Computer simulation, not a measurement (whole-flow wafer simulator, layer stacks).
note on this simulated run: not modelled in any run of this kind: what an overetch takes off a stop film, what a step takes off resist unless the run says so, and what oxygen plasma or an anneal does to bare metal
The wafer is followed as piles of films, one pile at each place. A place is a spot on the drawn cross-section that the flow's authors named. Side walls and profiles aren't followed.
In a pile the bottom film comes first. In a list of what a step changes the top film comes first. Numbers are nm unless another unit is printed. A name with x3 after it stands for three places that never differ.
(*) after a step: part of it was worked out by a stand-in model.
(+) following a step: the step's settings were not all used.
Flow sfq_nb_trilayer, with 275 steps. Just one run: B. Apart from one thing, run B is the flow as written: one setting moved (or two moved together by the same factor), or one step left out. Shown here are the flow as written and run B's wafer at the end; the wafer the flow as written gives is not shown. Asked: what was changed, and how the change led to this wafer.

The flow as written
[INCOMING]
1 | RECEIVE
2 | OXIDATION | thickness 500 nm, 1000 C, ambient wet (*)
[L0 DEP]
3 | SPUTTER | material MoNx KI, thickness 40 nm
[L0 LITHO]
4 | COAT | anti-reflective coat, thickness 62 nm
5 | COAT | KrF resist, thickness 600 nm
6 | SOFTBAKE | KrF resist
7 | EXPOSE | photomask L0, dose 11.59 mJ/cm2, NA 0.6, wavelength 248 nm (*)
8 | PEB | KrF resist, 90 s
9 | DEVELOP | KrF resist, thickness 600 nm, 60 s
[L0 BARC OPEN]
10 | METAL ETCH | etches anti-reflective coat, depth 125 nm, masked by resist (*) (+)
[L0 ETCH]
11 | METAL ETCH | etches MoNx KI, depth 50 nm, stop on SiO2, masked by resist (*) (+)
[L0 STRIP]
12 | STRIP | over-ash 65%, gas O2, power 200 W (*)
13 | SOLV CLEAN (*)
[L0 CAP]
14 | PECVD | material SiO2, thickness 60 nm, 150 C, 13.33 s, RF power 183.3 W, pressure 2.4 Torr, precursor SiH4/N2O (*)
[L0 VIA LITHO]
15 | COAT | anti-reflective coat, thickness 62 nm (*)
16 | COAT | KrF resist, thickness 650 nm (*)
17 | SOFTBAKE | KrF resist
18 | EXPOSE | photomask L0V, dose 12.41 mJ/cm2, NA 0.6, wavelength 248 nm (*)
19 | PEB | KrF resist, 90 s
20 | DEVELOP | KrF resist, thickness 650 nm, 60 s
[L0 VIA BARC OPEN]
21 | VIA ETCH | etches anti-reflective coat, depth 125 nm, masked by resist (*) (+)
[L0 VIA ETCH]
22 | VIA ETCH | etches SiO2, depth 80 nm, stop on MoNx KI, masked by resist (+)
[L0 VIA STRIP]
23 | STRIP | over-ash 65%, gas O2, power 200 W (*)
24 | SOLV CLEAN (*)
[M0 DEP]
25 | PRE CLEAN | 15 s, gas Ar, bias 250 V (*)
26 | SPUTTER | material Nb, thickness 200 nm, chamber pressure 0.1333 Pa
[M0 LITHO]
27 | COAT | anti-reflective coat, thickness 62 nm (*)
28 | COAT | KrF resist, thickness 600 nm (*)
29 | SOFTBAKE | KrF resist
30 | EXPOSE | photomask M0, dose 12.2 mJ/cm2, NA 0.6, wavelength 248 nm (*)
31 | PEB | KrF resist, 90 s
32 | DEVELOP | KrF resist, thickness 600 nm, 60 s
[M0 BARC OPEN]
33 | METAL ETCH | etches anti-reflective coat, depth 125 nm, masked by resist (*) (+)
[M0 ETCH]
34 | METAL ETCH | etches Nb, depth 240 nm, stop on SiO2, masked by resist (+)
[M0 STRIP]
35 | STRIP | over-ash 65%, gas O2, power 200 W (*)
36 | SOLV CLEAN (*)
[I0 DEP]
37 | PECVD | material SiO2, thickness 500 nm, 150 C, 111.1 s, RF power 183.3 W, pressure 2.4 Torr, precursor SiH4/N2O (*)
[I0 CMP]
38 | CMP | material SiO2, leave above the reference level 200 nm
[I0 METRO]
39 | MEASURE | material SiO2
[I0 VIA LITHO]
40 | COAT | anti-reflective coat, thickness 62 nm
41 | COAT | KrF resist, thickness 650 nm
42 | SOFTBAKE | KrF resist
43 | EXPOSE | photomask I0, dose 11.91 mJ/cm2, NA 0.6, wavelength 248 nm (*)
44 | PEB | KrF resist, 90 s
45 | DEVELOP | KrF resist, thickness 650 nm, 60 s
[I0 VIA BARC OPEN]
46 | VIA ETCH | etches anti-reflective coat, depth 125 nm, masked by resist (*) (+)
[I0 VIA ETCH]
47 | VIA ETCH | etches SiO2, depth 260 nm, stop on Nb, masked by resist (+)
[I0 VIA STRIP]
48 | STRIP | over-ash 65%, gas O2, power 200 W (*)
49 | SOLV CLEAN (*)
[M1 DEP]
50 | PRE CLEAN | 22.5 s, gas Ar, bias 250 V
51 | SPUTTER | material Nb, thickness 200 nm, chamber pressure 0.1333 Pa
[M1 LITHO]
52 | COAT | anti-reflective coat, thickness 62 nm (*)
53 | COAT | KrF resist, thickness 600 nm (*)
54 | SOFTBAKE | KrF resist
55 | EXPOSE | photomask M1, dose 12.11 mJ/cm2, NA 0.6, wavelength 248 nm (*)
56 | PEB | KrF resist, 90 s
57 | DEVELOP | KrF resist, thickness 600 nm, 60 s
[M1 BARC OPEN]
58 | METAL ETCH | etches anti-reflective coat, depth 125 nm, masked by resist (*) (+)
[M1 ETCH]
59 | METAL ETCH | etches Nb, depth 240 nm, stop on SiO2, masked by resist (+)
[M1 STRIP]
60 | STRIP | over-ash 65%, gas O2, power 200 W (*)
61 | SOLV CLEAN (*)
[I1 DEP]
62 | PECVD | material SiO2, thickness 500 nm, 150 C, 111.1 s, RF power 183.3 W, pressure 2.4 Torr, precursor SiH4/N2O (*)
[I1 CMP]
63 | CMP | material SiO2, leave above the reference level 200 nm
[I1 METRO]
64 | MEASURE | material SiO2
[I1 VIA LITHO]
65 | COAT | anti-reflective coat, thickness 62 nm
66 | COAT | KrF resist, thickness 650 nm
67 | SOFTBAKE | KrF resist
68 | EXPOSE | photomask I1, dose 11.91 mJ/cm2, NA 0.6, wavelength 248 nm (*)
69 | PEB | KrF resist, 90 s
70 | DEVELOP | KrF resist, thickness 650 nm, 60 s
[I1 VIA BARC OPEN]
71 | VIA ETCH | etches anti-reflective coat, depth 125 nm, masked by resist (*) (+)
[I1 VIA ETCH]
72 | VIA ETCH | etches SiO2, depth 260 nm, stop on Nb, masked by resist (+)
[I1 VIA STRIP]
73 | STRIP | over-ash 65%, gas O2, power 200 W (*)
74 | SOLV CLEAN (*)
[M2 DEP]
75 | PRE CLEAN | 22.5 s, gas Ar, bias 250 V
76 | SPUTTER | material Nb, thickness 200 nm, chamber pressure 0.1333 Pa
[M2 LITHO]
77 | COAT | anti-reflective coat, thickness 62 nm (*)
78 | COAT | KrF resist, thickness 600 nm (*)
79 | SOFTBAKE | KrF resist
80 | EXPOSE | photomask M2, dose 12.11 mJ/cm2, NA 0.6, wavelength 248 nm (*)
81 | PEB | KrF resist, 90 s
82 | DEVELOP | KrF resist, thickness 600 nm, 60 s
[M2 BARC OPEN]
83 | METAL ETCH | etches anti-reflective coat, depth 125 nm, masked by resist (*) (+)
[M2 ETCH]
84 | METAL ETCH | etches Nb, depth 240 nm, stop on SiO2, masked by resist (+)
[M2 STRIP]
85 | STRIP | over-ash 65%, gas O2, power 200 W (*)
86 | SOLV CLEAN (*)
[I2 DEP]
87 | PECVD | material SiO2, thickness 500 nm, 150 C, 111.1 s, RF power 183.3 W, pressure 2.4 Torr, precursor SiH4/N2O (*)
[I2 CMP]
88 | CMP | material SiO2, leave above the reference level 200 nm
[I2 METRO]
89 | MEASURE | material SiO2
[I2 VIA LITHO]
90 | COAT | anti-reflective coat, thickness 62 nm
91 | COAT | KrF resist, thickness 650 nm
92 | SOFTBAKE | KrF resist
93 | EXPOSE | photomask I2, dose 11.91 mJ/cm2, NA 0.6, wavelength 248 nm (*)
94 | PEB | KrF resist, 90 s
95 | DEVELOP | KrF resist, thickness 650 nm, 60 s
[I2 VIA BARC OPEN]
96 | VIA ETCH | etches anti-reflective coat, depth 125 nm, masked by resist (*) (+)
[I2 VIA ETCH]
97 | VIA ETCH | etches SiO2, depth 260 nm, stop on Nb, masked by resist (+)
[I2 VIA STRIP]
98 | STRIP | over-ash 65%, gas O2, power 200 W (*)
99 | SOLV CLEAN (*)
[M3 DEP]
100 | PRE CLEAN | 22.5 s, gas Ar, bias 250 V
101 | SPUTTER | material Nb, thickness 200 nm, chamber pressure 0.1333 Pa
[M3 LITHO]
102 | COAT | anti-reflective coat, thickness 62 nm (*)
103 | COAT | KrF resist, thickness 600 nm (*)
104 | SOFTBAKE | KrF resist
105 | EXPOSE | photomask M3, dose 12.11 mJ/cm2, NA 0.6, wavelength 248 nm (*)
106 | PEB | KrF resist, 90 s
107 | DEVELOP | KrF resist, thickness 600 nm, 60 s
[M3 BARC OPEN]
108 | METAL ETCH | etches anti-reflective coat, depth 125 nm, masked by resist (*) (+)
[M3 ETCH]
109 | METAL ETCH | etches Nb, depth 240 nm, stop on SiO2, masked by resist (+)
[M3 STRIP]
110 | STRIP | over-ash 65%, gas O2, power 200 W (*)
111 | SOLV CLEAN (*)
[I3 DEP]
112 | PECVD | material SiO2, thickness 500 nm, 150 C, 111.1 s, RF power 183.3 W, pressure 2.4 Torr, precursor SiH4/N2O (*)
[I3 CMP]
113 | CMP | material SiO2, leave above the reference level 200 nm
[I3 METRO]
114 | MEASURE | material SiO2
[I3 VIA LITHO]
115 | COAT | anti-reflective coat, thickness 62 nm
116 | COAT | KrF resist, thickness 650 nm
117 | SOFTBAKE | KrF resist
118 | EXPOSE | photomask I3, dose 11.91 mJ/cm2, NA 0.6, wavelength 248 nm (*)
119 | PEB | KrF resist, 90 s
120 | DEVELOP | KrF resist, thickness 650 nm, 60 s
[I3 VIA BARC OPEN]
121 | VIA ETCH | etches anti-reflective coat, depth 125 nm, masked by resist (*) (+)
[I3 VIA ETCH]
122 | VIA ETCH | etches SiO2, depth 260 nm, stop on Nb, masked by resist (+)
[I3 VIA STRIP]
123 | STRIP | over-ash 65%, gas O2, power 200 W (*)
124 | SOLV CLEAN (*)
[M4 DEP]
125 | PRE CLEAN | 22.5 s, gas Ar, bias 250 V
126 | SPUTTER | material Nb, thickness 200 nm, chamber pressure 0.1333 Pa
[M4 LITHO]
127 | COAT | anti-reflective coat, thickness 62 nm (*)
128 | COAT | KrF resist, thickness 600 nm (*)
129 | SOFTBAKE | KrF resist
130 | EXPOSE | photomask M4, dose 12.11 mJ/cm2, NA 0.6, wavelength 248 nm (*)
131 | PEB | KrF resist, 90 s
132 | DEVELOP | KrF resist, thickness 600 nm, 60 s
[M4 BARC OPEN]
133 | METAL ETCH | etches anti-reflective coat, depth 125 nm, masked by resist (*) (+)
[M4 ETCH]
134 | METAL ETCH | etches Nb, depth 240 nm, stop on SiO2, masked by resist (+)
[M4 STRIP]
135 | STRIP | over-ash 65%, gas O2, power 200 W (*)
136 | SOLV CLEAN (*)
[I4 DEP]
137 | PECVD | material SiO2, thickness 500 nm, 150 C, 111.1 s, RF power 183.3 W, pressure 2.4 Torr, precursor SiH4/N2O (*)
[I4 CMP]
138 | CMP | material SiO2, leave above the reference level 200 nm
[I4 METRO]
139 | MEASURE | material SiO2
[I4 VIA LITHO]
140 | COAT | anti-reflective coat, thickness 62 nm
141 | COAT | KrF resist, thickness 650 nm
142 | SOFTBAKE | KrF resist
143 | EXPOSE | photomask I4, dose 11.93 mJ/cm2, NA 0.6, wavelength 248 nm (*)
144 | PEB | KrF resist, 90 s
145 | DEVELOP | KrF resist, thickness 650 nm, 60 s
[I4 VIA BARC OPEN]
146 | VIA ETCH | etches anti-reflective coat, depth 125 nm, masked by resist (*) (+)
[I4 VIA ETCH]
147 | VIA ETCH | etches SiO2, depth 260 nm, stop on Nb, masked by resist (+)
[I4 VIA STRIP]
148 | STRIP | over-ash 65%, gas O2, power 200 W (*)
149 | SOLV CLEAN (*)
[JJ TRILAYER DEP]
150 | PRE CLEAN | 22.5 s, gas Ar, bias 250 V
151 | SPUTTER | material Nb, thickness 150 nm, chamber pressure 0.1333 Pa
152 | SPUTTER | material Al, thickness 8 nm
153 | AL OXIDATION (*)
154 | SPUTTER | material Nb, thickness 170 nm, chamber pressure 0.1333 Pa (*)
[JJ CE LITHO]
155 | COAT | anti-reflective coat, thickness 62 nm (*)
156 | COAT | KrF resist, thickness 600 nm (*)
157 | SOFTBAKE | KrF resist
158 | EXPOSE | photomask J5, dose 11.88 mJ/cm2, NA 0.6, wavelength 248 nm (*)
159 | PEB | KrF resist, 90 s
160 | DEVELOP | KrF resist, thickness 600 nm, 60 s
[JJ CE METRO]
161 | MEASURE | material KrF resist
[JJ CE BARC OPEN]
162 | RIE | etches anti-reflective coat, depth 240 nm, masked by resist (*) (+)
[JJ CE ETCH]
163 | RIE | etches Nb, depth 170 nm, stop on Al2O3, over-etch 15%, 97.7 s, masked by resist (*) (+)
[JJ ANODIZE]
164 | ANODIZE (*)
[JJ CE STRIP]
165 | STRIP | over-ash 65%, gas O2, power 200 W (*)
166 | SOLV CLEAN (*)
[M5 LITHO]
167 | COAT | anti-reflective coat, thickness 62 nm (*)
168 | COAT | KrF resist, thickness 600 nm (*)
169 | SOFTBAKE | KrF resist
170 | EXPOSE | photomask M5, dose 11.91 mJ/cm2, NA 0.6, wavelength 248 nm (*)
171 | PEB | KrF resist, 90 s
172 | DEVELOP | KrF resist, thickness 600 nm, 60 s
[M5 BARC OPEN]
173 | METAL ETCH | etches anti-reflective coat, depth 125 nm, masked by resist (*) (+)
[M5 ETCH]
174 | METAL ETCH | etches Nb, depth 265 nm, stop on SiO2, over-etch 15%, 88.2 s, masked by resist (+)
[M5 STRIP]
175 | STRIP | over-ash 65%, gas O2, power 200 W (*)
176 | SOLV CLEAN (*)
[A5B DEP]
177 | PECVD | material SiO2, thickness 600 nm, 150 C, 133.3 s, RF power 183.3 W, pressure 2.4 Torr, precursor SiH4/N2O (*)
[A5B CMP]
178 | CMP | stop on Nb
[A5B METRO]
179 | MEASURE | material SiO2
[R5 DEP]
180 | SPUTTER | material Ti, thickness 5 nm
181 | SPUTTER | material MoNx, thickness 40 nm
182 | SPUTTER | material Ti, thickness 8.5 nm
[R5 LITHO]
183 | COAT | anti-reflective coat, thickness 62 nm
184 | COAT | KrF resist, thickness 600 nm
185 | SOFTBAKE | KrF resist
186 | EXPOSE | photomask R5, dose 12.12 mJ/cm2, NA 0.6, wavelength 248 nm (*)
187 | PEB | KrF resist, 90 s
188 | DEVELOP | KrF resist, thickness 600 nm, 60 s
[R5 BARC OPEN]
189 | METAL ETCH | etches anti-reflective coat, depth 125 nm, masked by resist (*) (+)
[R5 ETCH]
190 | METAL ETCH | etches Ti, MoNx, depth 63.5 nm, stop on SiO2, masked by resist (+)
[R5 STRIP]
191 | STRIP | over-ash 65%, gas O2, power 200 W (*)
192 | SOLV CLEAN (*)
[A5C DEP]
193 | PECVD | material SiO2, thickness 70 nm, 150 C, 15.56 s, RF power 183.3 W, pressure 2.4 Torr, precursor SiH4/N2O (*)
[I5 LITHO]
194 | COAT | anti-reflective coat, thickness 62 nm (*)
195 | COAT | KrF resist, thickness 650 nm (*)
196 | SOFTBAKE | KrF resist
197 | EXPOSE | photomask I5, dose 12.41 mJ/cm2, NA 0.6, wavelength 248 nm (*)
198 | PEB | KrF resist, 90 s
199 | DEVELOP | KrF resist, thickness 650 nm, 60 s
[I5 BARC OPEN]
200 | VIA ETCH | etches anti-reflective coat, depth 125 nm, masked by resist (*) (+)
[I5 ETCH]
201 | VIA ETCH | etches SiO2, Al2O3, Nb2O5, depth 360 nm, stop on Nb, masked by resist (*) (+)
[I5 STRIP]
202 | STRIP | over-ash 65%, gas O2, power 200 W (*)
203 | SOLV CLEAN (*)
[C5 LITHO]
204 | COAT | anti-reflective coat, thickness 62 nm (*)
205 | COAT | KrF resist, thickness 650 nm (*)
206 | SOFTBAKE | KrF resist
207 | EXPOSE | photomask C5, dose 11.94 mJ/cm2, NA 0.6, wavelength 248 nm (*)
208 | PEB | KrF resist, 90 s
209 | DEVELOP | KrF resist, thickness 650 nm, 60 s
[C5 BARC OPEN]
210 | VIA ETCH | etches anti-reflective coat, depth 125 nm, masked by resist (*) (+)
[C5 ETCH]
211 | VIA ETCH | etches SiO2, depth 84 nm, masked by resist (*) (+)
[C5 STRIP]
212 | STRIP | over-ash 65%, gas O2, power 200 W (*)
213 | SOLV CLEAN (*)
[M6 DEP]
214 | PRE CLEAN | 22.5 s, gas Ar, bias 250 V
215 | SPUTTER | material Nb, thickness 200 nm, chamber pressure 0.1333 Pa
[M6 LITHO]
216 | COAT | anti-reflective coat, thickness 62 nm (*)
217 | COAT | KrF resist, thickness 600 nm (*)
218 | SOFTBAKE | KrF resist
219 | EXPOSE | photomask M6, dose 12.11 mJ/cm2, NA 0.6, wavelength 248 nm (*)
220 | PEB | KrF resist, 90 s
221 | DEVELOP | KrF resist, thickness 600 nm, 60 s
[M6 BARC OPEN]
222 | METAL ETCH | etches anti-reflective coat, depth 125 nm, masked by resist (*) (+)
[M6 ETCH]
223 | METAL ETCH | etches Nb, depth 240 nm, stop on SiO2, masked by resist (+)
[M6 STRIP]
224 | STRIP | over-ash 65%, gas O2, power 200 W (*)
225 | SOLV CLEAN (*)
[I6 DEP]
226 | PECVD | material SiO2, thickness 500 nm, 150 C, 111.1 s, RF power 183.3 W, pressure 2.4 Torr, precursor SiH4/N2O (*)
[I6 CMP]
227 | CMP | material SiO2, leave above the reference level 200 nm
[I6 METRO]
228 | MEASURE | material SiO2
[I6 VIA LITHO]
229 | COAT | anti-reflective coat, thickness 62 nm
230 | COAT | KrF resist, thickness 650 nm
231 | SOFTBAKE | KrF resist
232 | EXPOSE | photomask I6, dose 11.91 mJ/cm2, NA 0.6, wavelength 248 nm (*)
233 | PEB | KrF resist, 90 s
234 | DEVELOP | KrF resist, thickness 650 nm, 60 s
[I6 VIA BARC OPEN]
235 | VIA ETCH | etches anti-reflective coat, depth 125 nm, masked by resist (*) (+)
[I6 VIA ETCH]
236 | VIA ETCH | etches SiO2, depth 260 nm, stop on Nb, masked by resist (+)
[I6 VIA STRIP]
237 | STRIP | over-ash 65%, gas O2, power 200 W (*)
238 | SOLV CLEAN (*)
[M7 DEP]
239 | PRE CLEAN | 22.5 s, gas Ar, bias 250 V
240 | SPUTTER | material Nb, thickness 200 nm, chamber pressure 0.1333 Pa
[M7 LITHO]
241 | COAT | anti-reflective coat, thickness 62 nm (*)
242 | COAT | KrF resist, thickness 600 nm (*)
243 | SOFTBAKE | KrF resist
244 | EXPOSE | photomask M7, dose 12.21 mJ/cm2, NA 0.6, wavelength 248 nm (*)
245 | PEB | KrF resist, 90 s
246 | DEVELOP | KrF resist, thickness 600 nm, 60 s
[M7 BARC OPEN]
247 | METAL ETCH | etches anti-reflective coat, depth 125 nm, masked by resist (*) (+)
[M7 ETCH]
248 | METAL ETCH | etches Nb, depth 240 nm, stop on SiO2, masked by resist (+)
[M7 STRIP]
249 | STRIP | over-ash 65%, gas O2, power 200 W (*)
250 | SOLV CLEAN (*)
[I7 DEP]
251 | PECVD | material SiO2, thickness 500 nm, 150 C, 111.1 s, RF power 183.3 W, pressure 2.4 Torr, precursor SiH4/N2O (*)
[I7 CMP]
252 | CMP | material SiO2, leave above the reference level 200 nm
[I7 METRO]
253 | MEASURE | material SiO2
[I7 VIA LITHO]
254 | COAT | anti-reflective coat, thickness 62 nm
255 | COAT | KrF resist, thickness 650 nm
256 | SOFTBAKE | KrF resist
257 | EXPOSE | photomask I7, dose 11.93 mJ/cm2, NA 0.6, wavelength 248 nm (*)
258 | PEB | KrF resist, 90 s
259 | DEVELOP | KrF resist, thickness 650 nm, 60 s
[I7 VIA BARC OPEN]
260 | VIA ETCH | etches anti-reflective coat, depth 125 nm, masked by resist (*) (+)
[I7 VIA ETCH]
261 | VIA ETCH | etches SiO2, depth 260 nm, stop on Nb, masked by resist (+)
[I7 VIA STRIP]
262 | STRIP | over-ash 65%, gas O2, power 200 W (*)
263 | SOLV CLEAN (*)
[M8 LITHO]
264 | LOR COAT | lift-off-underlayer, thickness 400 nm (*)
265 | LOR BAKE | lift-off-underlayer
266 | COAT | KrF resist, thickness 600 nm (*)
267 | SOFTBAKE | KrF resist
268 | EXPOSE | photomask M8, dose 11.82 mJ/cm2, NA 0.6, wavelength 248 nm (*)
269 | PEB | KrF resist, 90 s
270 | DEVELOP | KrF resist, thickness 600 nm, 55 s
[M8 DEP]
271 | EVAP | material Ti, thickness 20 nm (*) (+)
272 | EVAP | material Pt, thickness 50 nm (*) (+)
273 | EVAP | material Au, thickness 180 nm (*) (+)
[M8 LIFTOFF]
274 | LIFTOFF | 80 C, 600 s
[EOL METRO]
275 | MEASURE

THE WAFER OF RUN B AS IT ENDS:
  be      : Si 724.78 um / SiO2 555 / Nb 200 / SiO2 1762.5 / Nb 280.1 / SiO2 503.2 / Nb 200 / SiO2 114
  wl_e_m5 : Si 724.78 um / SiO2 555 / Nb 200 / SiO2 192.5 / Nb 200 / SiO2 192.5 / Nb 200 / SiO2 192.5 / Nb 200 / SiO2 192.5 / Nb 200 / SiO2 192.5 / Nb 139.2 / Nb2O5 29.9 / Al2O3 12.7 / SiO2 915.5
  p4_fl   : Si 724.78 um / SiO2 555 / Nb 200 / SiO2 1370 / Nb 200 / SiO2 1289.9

The reason: step 252, CMP: leave above the reference level 114 nm was run, while the flow as written has leave above the reference level 200 nm.
The wafer itself shows it: be has SiO2 114, and step 252 as written asks for 200 nm.

The path from the change to this, step by step:
  252 | CMP | material SiO2, leave above the reference level 200 nm
      field_l, p4_fl, p4_fm and 56 more: -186 SiO2 (as written it would have been: -100 SiO2)
      v_sur, via_wl, via_w and 37 more: -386 SiO2 (as written it would have been: -300 SiO2)
      (and at 7 other places as well)
  261 | VIA ETCH | etches SiO2, depth 260 nm, stop on Nb, masked by resist (+)
      field_l, v_sur, via_sp and 100 more: -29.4 KrF resist (as written it would have been: -44.8 KrF resist)
      via_wl, via_w, via_wr: -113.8 SiO2 (all of it) (as written it would have been: -199.8 SiO2 (all of it))
  262 | STRIP | over-ash 65%, gas O2, power 200 W (*)
      field_l, v_sur, via_sp and 100 more: -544 KrF resist (all of it), -62 anti-reflective coat (all of it) (as written it would have been: -528.6 KrF resist (all of it), -62 anti-reflective coat (all of it))
  264 | LOR COAT | lift-off-underlayer, thickness 400 nm (*)
      via_wl, via_wr: +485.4 lift-off-underlayer (new film) (as written it would have been: +549.8 lift-off-underlayer (new film))
      v_sur: +382.6 lift-off-underlayer (new film) (as written it would have been: +369.4 lift-off-underlayer (new film))
      (and at 2 other places as well)
  266 | COAT | KrF resist, thickness 600 nm (*)
      via_w: +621 KrF resist (new film) (as written it would have been: +636.8 KrF resist (new film))
  270 | DEVELOP | KrF resist, thickness 600 nm, 55 s
      v_sur: -603.6 KrF resist (all of it), -382.6 lift-off-underlayer (all of it) (as written it would have been: -607.3 KrF resist (all of it), -369.4 lift-off-underlayer (all of it))
      via_wl: -613.1 KrF resist (all of it), -485.4 lift-off-underlayer (all of it) (as written it would have been: -623.9 KrF resist (all of it), -549.8 lift-off-underlayer (all of it))
      (and at 3 other places as well)
